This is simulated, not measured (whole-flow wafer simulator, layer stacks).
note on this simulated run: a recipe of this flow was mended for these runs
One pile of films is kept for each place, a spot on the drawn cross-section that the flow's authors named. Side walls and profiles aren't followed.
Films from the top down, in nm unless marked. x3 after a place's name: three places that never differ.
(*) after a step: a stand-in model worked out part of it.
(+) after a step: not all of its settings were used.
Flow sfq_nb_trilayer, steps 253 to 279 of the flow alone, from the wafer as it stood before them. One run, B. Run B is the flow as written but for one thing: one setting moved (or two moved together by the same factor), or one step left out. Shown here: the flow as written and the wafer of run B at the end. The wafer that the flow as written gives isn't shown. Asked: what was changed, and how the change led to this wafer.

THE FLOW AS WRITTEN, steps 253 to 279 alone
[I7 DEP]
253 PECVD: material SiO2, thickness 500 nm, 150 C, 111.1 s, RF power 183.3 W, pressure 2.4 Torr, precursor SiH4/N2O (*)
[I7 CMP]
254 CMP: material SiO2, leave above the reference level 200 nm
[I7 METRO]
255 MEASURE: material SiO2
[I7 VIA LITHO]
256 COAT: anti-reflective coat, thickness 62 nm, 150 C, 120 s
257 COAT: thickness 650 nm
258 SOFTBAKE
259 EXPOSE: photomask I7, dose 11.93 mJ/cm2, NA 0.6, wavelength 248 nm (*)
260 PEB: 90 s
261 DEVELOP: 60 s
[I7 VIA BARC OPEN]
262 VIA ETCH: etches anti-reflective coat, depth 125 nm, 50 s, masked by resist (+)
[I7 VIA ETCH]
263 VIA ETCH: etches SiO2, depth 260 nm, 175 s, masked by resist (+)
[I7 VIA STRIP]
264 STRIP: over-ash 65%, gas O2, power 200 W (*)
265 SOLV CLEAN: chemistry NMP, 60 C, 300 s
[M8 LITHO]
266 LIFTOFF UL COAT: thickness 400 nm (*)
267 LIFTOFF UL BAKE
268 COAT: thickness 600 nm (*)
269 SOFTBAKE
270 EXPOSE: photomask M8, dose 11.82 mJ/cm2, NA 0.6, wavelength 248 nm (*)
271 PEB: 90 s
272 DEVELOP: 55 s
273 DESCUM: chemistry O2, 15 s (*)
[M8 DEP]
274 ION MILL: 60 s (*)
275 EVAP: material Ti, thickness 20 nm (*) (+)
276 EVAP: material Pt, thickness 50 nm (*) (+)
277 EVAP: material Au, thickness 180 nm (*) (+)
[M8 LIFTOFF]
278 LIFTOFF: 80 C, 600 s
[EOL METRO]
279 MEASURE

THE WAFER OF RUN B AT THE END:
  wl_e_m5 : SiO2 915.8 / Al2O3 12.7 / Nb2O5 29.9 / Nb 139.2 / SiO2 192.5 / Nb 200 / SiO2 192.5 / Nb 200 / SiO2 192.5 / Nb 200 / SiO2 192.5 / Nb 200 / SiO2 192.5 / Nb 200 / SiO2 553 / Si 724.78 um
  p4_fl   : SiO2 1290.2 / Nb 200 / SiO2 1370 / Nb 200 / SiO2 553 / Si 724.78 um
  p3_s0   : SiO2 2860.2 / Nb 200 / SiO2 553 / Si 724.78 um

The cause: step 253, PECVD: thickness 320 nm was run, where the flow has thickness 500 nm; step 253, PECVD: 71.11 s was run, where the flow has 111.1 s.

How the change led to this, step by step:
  253 PECVD: material SiO2, thickness 500 nm, 150 C, 111.1 s, RF power 183.3 W, pressure 2.4 Torr, precursor SiH4/N2O (*)
      field_l, p4_fl, p4_fm and 56 more: SiO2 +320 (as written it would be: SiO2 +500)
      v_sur, via_wl, via_w and 37 more: SiO2 +320 (new film) (as written it would be: SiO2 +500 (new film))
      (and at 7 more places)
  254 CMP: material SiO2, leave above the reference level 200 nm
      field_l, p4_fl, p4_fm and 56 more: nothing (as written it would be: SiO2 -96)
      field_r, lsp_l: nothing (as written it would be: SiO2 -73.2)
      (and at 45 more places)
  256 COAT: anti-reflective coat, thickness 62 nm, 150 C, 120 s
      m0r_line_l, m0r_line_r, m6r_line_l, m6r_line_r: anti-reflective coat +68 (new film) (as written it would be: anti-reflective coat +62 (new film))
      m0r_space_l, m0r_space_r, m6r_space_l, m6r_space_r: anti-reflective coat +83.4 (new film) (as written it would be: anti-reflective coat +62 (new film))
      (and at 82 more places)
  257 COAT: thickness 650 nm
      m0r_line_l, m0r_line_r, m6r_line_l, m6r_line_r: KrF-resist-other-grade +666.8 (new film) (as written it would be: KrF-resist-other-grade +650 (new film))
      gap, r_sur, wl_f_sr: KrF-resist-other-grade +636.5 (new film) (as written it would be: KrF-resist-other-grade +650 (new film))
      (and at 35 more places)
  261 DEVELOP: 60 s
      via_wl: KrF-resist-other-grade -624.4 (all of it) (as written it would be: KrF-resist-other-grade -648.6 (all of it))
      via_w: KrF-resist-other-grade -617.1 (all of it) (as written it would be: KrF-resist-other-grade -648.6 (all of it))
      (and at 1 more place)
  262 VIA ETCH: etches anti-reflective coat, depth 125 nm, 50 s, masked by resist (+)
      via_wl: anti-reflective coat -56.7 (all of it), SiO2 -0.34 (as written it would be: anti-reflective coat -62 (all of it), SiO2 -0.31)
      via_w: anti-reflective coat -68.7 (all of it), SiO2 -0.28 (as written it would be: anti-reflective coat -62 (all of it), SiO2 -0.31)
      (and at 1 more place)
  264 STRIP: over-ash 65%, gas O2, power 200 W (*)
      m0r_line_l, m0r_line_r, m6r_line_l, m6r_line_r: KrF-resist-other-grade -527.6 (all of it), anti-reflective coat -68 (all of it) (as written it would be: KrF-resist-other-grade -510.8 (all of it), anti-reflective coat -62 (all of it))
      m0r_space_l, m0r_space_r, m6r_space_l, m6r_space_r: KrF-resist-other-grade -514.9 (all of it), anti-reflective coat -83.4 (all of it) (as written it would be: KrF-resist-other-grade -510.8 (all of it), anti-reflective coat -62 (all of it))
      (and at 82 more places)
  266 LIFTOFF UL COAT: thickness 400 nm (*)
      m0r_line_l, m0r_line_r, m6r_line_l, m6r_line_r: lift-off-underlayer +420 (new film) (as written it would be: lift-off-underlayer +400 (new film))
      m0r_space_l, m0r_space_r, m6r_space_l, m6r_space_r: lift-off-underlayer +426.8 (new film) (as written it would be: lift-off-underlayer +400 (new film))
      (and at 70 more places)
  268 COAT: thickness 600 nm (*)
      wl_c_m6, wl_e_sl: KrF-resist-other-grade +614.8 (new film) (as written it would be: KrF-resist-other-grade +600 (new film))
      wl_d_m1, wl_d_sr: KrF-resist-other-grade +614 (new film) (as written it would be: KrF-resist-other-grade +600 (new film))
      (and at 8 more places)
  272 DEVELOP: 55 s
      field_l: KrF-resist-other-grade -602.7 (all of it), lift-off-underlayer -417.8 (all of it) (as written it would be: KrF-resist-other-grade -593.6 (all of it), lift-off-underlayer -387.9 (all of it))
      v_sur: KrF-resist-other-grade -597.3 (all of it), lift-off-underlayer -339.5 (all of it) (as written it would be: KrF-resist-other-grade -607.6 (all of it), lift-off-underlayer -368.7 (all of it))
      (and at 9 more places)
  278 LIFTOFF: 80 C, 600 s
      m0r_line_l, m0r_line_r, m6r_line_l, m6r_line_r: Au -180 (all of it), Pt -50 (all of it), Ti -20 (all of it), KrF-resist-other-grade -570 (all of it), lift-off-underlayer -420 (all of it) (as written it would be: Au -180 (all of it), Pt -50 (all of it), Ti -20 (all of it), KrF-resist-other-grade -562.7 (all of it), lift-off-underlayer -400 (all of it))
      m0r_space_l, m0r_space_r, m6r_space_l, m6r_space_r: Au -180 (all of it), Pt -50 (all of it), Ti -20 (all of it), KrF-resist-other-grade -564.5 (all of it), lift-off-underlayer -426.8 (all of it) (as written it would be: Au -180 (all of it), Pt -50 (all of it), Ti -20 (all of it), KrF-resist-other-grade -562.7 (all of it), lift-off-underlayer -400 (all of it))
      (and at 59 more places)
